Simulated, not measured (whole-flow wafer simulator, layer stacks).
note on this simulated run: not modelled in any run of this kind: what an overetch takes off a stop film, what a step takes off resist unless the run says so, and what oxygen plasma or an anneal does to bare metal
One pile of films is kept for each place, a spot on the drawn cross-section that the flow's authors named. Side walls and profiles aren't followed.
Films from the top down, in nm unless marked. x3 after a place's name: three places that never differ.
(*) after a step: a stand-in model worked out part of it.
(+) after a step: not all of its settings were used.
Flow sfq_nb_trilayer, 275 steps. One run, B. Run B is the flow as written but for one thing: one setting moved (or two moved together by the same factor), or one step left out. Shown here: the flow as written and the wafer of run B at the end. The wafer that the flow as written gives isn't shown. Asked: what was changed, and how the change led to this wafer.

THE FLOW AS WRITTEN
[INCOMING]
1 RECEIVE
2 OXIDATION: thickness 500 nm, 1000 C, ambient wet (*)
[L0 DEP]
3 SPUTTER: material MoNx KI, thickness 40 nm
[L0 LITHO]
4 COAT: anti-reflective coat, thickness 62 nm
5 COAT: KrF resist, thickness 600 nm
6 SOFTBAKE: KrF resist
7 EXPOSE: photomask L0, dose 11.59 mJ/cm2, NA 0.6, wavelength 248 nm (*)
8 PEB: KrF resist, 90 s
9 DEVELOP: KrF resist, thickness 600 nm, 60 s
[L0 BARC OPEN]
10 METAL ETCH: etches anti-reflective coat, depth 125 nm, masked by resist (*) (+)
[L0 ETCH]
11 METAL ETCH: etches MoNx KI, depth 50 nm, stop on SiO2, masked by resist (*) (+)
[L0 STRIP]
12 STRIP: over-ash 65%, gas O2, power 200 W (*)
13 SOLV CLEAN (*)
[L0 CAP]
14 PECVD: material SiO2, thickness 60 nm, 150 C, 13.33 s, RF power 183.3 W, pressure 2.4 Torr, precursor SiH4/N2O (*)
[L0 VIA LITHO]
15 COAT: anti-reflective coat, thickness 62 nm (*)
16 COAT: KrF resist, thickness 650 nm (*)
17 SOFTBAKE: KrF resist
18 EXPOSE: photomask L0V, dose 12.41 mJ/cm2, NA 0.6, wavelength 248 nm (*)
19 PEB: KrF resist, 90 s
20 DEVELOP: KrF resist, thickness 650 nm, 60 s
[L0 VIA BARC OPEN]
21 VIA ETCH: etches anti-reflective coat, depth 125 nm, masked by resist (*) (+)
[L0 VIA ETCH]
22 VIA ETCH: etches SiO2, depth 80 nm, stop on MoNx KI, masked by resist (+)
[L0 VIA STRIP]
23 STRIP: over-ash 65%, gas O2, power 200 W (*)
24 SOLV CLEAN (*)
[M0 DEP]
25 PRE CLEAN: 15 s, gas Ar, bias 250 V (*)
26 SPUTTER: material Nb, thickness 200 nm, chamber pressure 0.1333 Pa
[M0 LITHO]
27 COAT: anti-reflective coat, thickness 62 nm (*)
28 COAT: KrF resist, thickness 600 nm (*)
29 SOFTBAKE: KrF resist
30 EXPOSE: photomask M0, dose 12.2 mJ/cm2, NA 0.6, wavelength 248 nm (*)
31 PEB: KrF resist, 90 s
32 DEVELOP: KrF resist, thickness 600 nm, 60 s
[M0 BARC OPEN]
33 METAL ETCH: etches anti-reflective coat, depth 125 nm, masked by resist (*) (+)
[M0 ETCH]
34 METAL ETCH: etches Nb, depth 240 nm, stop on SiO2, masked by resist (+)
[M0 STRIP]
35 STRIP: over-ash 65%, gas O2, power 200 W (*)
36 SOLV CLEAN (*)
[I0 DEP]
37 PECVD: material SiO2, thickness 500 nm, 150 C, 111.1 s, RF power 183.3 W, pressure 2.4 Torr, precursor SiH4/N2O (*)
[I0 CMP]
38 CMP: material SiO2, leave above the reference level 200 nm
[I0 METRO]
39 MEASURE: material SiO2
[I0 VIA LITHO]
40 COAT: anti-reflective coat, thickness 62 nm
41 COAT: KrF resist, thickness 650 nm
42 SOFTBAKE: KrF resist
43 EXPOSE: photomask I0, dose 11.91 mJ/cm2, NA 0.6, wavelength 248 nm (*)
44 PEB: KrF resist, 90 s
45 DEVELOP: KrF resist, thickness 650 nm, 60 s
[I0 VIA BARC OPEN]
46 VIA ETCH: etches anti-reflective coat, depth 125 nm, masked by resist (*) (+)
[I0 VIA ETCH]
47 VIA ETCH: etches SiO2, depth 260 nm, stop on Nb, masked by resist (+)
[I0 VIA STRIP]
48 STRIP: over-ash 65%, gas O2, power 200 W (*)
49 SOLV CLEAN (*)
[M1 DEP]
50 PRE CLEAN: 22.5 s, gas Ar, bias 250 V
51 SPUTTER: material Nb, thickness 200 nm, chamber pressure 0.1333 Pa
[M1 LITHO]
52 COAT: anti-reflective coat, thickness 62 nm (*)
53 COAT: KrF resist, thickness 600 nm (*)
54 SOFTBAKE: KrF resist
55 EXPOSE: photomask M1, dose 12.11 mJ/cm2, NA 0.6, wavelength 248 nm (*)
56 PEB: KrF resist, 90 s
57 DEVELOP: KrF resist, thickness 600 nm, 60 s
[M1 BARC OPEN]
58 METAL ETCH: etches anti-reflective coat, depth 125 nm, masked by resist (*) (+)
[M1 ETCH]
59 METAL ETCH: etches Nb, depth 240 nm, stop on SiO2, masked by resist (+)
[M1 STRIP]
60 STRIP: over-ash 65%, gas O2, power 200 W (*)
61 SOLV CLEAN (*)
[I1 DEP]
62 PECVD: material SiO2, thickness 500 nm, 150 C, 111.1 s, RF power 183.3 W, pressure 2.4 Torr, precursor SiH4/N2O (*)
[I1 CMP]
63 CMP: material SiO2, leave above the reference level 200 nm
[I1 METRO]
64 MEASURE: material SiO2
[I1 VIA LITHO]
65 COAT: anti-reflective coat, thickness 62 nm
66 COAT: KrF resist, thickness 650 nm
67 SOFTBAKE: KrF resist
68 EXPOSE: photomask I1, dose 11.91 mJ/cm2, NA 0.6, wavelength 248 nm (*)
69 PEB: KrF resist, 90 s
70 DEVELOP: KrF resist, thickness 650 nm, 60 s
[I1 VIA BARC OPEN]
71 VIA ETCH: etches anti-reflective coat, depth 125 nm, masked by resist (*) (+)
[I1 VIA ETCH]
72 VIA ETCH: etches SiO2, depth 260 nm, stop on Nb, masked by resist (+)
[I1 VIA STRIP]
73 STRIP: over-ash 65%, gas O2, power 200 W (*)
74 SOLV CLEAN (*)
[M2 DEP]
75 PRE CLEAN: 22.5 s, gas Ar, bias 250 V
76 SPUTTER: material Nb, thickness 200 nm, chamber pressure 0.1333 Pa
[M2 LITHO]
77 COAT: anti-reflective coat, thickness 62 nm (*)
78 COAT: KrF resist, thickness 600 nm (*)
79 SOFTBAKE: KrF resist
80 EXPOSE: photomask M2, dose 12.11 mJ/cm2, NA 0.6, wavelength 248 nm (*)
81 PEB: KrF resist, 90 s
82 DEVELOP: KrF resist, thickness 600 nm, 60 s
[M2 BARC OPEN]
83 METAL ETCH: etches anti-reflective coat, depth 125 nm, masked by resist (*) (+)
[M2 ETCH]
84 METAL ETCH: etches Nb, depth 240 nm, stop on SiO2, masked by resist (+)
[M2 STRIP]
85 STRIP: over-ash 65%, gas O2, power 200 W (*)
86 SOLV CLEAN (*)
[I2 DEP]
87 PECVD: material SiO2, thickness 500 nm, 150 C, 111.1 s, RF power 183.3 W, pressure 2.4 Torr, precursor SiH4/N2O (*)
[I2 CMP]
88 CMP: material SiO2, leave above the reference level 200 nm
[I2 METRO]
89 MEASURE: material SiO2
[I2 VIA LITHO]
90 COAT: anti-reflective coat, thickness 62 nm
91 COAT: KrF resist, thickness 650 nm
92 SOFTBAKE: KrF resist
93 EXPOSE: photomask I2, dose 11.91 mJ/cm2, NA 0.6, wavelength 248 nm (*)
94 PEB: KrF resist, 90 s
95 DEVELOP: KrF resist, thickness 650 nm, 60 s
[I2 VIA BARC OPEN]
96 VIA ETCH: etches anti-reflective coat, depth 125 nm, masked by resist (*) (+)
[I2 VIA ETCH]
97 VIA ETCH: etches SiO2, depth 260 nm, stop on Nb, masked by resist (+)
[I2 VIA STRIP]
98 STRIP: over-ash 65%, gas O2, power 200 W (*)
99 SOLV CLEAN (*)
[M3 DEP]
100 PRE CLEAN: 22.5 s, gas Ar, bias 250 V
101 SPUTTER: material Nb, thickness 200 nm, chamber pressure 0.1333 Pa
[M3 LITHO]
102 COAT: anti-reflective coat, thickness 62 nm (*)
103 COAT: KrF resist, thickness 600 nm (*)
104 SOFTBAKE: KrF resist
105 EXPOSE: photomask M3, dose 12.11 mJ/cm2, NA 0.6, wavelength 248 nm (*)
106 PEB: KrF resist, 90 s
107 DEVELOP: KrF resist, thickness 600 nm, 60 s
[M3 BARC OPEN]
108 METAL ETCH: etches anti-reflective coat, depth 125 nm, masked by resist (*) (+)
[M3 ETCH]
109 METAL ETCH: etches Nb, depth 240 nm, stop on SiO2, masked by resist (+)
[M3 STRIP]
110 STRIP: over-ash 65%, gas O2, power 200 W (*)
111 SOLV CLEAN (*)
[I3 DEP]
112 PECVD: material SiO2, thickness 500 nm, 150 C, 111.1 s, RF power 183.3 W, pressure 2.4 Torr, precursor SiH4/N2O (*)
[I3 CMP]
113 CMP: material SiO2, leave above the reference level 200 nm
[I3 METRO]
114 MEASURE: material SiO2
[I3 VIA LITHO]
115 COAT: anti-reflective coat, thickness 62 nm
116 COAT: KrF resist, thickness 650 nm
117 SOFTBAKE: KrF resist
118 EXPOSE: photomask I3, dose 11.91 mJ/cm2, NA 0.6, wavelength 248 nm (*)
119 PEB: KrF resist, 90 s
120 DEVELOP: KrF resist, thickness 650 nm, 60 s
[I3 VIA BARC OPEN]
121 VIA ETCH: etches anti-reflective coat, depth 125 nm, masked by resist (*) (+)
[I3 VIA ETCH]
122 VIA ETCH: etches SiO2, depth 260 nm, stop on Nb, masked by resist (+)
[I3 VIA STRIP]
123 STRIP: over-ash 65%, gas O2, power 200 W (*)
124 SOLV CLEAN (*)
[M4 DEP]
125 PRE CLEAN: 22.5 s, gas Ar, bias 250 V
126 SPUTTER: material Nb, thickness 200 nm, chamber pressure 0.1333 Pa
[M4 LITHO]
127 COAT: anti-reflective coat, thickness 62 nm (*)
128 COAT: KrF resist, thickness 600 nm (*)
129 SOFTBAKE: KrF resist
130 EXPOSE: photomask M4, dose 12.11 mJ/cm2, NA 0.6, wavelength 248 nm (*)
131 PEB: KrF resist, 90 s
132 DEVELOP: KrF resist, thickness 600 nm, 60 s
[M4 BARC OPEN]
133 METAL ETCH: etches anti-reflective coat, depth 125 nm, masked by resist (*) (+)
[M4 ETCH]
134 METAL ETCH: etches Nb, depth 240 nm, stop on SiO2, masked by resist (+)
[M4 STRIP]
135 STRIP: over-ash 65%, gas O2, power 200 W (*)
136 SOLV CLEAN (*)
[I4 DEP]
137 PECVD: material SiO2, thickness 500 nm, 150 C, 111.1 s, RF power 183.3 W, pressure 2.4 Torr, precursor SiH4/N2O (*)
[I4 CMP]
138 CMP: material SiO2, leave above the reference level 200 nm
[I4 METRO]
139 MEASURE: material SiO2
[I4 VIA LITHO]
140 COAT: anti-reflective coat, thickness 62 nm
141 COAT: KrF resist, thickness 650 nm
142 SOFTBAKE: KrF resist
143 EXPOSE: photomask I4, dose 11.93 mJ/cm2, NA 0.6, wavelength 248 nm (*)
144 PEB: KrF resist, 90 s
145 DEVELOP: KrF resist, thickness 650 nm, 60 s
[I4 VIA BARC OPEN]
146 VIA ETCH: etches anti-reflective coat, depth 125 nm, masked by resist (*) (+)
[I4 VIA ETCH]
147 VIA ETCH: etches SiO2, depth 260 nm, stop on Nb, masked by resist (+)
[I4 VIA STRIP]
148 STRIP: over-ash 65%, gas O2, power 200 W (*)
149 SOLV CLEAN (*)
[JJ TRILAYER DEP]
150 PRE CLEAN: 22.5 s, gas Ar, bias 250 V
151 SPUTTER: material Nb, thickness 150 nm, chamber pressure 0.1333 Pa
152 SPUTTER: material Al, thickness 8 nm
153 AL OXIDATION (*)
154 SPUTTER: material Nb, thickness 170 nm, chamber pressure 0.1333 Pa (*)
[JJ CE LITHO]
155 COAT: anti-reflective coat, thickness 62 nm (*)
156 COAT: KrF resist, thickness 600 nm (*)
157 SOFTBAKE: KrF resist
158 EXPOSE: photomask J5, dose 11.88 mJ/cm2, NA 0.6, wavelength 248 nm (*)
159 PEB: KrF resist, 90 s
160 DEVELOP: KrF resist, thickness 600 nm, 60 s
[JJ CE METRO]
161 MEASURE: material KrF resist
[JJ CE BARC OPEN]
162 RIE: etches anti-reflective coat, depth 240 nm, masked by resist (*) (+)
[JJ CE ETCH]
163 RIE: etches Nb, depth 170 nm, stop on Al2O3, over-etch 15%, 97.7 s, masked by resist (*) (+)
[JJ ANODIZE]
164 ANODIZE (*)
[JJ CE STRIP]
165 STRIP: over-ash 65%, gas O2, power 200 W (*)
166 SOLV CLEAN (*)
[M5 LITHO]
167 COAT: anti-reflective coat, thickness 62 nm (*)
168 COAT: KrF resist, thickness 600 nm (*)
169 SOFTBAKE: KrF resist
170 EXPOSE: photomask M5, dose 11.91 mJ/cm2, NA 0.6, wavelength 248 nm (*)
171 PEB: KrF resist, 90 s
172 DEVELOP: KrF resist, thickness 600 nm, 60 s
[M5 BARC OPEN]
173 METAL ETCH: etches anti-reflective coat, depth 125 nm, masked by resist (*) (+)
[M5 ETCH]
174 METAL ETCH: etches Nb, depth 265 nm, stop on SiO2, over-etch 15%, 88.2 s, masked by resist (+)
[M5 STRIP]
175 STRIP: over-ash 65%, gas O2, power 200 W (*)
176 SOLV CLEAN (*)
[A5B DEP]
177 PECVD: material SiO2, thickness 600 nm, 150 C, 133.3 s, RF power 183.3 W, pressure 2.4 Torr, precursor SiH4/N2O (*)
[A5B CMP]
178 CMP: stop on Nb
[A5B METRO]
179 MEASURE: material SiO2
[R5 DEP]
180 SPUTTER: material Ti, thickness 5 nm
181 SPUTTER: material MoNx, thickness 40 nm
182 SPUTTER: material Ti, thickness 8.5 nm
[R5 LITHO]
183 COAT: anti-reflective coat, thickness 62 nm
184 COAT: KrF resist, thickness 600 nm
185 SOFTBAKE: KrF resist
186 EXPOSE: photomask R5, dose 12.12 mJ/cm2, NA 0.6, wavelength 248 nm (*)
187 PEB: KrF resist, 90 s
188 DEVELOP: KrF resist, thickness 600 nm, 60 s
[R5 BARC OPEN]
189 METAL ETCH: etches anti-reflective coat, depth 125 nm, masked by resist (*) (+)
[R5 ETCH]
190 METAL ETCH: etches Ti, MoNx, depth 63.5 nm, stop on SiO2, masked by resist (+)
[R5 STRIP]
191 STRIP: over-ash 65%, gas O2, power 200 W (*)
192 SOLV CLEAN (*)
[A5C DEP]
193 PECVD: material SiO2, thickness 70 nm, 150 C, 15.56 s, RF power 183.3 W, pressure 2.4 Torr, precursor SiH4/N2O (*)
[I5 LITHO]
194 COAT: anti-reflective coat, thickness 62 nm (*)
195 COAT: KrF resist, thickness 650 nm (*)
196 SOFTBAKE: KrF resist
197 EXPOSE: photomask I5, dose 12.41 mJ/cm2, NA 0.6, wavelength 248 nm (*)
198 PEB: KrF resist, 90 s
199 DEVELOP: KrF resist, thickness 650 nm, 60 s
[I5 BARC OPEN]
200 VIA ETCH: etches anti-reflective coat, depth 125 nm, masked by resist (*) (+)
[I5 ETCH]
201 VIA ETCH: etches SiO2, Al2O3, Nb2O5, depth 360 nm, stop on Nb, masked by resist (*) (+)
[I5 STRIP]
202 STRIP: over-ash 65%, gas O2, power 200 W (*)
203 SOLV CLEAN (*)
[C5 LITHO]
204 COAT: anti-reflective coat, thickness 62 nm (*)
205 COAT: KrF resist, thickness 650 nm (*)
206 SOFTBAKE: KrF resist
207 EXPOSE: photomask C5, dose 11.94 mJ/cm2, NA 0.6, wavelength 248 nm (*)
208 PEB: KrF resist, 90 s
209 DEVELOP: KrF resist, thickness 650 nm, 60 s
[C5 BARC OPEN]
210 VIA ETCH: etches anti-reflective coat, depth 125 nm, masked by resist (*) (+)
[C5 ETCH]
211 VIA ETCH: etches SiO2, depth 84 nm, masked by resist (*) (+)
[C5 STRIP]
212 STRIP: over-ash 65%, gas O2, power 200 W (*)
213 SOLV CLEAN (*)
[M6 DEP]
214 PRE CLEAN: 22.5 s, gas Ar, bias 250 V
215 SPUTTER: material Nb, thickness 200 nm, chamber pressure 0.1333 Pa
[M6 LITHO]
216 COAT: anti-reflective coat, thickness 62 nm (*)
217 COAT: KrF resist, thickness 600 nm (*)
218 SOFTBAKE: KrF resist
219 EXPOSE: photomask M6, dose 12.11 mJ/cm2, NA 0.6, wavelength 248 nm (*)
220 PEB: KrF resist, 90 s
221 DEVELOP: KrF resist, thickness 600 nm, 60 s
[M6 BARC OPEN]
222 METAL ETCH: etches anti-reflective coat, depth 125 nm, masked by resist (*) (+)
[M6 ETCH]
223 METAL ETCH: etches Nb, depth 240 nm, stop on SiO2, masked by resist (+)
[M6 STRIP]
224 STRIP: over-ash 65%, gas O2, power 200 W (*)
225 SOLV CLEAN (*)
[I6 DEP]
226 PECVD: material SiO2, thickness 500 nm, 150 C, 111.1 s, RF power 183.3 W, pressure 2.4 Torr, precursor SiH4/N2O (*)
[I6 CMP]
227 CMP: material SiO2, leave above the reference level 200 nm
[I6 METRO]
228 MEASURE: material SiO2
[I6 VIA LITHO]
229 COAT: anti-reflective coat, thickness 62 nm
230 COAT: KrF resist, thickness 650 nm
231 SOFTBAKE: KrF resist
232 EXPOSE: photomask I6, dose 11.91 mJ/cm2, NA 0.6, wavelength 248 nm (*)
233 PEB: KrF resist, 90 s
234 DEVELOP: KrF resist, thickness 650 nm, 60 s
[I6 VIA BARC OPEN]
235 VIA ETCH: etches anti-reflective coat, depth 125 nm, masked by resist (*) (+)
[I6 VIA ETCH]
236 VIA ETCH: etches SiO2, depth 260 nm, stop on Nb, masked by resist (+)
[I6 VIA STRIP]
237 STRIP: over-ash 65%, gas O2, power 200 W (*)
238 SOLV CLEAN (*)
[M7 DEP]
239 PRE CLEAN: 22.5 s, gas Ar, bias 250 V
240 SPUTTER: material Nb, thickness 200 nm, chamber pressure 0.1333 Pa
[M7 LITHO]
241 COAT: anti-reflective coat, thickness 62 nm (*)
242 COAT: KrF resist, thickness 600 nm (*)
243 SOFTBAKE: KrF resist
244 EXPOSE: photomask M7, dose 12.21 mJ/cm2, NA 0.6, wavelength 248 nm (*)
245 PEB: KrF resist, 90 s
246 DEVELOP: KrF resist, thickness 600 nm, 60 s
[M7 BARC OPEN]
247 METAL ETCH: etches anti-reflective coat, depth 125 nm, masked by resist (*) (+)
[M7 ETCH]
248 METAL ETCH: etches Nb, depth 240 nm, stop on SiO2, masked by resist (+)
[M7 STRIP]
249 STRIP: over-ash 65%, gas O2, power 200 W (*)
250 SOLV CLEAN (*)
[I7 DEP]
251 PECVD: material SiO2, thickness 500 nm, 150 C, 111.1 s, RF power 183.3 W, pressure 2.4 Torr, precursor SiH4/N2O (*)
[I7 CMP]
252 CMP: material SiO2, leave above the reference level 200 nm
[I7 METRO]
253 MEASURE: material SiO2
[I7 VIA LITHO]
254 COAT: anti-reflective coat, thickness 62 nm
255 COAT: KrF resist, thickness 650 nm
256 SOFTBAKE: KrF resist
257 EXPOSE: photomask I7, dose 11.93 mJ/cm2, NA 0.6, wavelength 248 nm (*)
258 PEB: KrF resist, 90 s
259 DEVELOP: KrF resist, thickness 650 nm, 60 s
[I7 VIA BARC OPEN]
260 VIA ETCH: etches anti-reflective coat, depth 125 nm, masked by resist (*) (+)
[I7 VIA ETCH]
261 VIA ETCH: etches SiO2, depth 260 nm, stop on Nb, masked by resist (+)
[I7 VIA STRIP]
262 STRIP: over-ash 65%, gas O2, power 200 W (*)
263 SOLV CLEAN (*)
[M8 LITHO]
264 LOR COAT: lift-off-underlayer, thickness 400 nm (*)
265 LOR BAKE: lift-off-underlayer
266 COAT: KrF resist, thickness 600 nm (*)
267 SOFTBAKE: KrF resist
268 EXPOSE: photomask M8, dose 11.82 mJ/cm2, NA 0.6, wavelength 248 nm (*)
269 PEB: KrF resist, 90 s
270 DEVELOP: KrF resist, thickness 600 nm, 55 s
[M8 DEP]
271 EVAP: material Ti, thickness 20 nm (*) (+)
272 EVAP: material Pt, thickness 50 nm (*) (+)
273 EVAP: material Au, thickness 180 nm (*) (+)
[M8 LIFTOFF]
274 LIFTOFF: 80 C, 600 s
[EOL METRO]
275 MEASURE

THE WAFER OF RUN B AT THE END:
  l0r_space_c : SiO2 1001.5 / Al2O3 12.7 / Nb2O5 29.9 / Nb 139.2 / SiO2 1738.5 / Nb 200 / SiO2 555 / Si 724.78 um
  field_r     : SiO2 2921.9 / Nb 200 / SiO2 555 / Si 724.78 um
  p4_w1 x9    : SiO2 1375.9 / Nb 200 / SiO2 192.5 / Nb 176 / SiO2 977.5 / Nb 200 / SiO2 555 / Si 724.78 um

The cause: step 101, SPUTTER: thickness 176 nm was run, where the flow has thickness 200 nm.
It can be read off the wafer: p4_w1 x9 has Nb 176, and step 101 as written asks for 200 nm.

How the change led to this, step by step:
  101 SPUTTER: material Nb, thickness 200 nm, chamber pressure 0.1333 Pa
      field_l, v_sur, via_wl and 102 more: Nb +176 (new film) (as written it would be: Nb +200 (new film))
      via_w: Nb +145.5 (as written it would be: Nb +165.5)
  102 COAT: anti-reflective coat, thickness 62 nm (*)
      via_wl, via_wr: anti-reflective coat +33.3 (new film) (as written it would be: anti-reflective coat +34.2 (new film))
  109 METAL ETCH: etches Nb, depth 240 nm, stop on SiO2, masked by resist (+)
      field_l, be, be_sur and 72 more: Nb -176 (all of it) (as written it would be: Nb -200 (all of it))
  110 STRIP: over-ash 65%, gas O2, power 200 W (*)
      via_wl: KrF resist -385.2 (all of it), anti-reflective coat -33.3 (all of it) (as written it would be: KrF resist -384.2 (all of it), anti-reflective coat -34.2 (all of it))
      via_wr: KrF resist -385.3 (all of it), anti-reflective coat -33.3 (all of it) (as written it would be: KrF resist -384.2 (all of it), anti-reflective coat -34.2 (all of it))
  112 PECVD: material SiO2, thickness 500 nm, 150 C, 111.1 s, RF power 183.3 W, pressure 2.4 Torr, precursor SiH4/N2O (*)
      p4_g1 x2, p3_s0 x6: SiO2 +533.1 (as written it would be: SiO2 +557.1)
  113 CMP: material SiO2, leave above the reference level 200 nm
      field_l, be, be_sur and 64 more: SiO2 -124 (as written it would be: SiO2 -100)
